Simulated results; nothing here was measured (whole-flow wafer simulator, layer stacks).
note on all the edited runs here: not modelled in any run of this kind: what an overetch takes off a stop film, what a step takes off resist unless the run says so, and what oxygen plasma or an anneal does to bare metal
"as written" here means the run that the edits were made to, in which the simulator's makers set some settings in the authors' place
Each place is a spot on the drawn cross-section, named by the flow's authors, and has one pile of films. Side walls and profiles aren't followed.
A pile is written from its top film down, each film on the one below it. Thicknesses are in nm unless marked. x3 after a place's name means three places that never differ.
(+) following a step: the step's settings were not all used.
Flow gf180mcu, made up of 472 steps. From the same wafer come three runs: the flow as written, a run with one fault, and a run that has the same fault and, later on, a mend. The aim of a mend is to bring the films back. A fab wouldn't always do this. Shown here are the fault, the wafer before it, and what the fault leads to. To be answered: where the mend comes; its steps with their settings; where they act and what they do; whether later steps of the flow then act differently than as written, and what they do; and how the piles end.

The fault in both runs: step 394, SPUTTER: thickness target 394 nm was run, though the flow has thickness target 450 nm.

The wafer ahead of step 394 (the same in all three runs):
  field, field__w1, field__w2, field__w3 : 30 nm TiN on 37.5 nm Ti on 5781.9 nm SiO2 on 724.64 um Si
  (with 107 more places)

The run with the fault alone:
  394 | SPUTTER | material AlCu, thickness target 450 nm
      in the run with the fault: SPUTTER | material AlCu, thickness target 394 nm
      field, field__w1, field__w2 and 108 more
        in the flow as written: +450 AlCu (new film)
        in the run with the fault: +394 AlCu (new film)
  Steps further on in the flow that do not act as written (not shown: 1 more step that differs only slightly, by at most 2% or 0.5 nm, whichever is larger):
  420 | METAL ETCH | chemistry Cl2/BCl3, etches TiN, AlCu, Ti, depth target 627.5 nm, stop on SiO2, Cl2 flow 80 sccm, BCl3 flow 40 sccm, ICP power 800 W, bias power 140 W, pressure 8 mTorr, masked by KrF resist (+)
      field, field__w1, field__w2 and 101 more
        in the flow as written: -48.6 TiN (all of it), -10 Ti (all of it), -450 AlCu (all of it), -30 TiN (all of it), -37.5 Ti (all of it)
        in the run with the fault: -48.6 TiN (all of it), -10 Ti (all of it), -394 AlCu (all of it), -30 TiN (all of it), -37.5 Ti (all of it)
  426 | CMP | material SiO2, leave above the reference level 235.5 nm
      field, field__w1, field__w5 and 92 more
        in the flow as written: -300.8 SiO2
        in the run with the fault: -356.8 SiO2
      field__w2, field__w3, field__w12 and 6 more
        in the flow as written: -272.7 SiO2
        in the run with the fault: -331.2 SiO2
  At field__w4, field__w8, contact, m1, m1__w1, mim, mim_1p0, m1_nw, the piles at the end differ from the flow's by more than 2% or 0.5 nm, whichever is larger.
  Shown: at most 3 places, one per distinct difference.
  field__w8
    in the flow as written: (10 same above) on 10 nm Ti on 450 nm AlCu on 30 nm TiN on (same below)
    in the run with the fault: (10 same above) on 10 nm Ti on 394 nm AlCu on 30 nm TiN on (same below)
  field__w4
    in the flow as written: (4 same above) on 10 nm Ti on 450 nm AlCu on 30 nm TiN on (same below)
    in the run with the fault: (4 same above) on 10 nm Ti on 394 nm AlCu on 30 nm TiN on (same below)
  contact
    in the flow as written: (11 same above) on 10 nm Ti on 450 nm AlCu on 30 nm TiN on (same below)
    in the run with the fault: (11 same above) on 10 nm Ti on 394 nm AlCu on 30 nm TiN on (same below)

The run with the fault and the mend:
  After step 394 comes the mend.
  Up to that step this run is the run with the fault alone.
  394a | SPUTTER | material AlCu, thickness target 56 nm (the flow's step 394 again, with other settings)
      field, field__w1, field__w2 and 108 more
        +56 AlCu
  Every later step of the flow that is run acts as written at every place that is followed.
  The piles end the same as the flow's at every place that both follow.
